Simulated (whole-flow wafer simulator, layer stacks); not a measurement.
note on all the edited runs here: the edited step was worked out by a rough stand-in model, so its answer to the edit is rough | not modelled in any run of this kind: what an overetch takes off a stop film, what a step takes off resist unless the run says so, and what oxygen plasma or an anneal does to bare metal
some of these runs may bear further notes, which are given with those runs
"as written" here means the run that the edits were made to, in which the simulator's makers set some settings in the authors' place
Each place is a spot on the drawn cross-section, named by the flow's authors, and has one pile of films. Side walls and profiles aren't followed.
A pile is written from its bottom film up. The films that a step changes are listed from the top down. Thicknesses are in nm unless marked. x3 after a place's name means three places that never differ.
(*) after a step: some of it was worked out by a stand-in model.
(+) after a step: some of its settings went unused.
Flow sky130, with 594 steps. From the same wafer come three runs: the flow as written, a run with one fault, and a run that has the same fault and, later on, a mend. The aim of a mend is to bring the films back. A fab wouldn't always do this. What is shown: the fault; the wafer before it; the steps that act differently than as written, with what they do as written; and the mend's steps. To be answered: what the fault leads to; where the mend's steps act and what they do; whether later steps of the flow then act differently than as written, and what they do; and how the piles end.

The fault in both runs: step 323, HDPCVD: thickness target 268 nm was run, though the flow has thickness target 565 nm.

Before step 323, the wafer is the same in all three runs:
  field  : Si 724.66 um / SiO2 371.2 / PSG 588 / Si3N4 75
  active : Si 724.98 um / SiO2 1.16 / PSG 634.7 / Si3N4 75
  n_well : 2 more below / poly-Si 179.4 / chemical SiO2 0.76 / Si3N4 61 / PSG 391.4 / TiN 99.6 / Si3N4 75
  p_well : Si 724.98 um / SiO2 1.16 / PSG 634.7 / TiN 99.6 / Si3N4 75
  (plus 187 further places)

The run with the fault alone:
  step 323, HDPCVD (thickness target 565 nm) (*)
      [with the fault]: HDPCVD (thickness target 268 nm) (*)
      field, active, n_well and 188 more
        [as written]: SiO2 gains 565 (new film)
        [with the fault]: SiO2 gains 268 (new film)
  Later steps of the flow acting differently than as written (28 more steps, not shown, differ only slightly: by at most 2% or 0.5 nm, whichever is larger):
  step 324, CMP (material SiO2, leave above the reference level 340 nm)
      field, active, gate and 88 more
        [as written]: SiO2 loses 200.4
        [with the fault]: nothing
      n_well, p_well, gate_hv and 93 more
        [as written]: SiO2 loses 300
        [with the fault]: SiO2 loses 3
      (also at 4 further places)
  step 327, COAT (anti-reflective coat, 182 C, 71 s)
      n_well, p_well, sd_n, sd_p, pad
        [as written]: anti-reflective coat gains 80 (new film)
        [with the fault]: anti-reflective coat gains 3 (new film)
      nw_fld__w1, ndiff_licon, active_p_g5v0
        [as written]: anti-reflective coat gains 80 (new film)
        [with the fault]: anti-reflective coat gains 46.1 (new film)
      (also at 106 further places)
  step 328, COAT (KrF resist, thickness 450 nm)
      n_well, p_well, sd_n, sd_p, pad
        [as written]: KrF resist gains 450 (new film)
        [with the fault]: KrF resist gains 436.7 (new film)
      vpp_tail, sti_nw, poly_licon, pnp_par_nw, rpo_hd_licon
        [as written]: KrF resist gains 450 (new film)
        [with the fault]: KrF resist gains 438.2 (new film)
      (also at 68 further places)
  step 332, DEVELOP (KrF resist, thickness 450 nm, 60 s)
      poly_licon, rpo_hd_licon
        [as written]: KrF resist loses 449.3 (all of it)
        [with the fault]: KrF resist loses 437.6 (all of it)
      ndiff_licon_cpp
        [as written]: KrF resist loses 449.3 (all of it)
        [with the fault]: KrF resist loses 438.1 (all of it)
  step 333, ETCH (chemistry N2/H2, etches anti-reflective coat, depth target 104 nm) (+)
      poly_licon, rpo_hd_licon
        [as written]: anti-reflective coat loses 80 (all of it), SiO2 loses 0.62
        [with the fault]: anti-reflective coat loses 4.08 (all of it), SiO2 loses 2.56
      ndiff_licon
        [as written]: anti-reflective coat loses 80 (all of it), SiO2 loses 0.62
        [with the fault]: anti-reflective coat loses 46.1 (all of it), SiO2 loses 1.48
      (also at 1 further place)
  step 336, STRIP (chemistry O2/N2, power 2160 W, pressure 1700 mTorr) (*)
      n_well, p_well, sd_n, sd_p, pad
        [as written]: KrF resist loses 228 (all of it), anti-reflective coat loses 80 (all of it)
        [with the fault]: KrF resist loses 214.7 (all of it), anti-reflective coat loses 3 (all of it)
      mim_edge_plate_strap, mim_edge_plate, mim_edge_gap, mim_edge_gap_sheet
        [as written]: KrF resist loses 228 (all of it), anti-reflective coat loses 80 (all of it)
        [with the fault]: KrF resist loses 233.9 (all of it), anti-reflective coat loses 80.4 (all of it)
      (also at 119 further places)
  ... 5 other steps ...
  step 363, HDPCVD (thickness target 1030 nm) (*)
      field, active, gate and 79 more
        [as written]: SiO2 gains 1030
        [with the fault]: SiO2 gains 1030 (new film)
  By the end, the piles at field, active, gate and 90 more depart from the flow's by more than 2% or 0.5 nm, whichever is larger.
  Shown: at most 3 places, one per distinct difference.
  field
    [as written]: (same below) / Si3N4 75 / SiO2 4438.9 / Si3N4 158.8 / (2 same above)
    [with the fault]: (same below) / Si3N4 75 / SiO2 268 / TiN 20 / W 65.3 / SiO2 4085.6 / Si3N4 158.8 / (2 same above)
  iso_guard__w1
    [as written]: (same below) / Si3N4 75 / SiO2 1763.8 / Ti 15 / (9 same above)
    [with the fault]: (same below) / Si3N4 75 / SiO2 268 / TiN 20 / W 65.3 / SiO2 1410.5 / Ti 15 / (9 same above)
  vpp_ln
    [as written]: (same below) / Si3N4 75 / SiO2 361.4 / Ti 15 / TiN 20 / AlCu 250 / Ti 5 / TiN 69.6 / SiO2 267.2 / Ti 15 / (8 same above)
    [with the fault]: (same below) / Si3N4 75 / SiO2 268 / TiN 20 / W 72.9 / Ti 15 / TiN 20 / AlCu 250 / Ti 5 / TiN 69.6 / SiO2 267.8 / Ti 15 / (8 same above)

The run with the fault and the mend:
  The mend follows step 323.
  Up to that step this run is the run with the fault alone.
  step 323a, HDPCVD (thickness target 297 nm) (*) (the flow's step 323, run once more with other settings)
      field, active, n_well and 188 more
        SiO2 gains 297
  Later steps of the flow that are run all act as written at every place that is followed.
  The piles end the same as the flow's at every place that both follow.
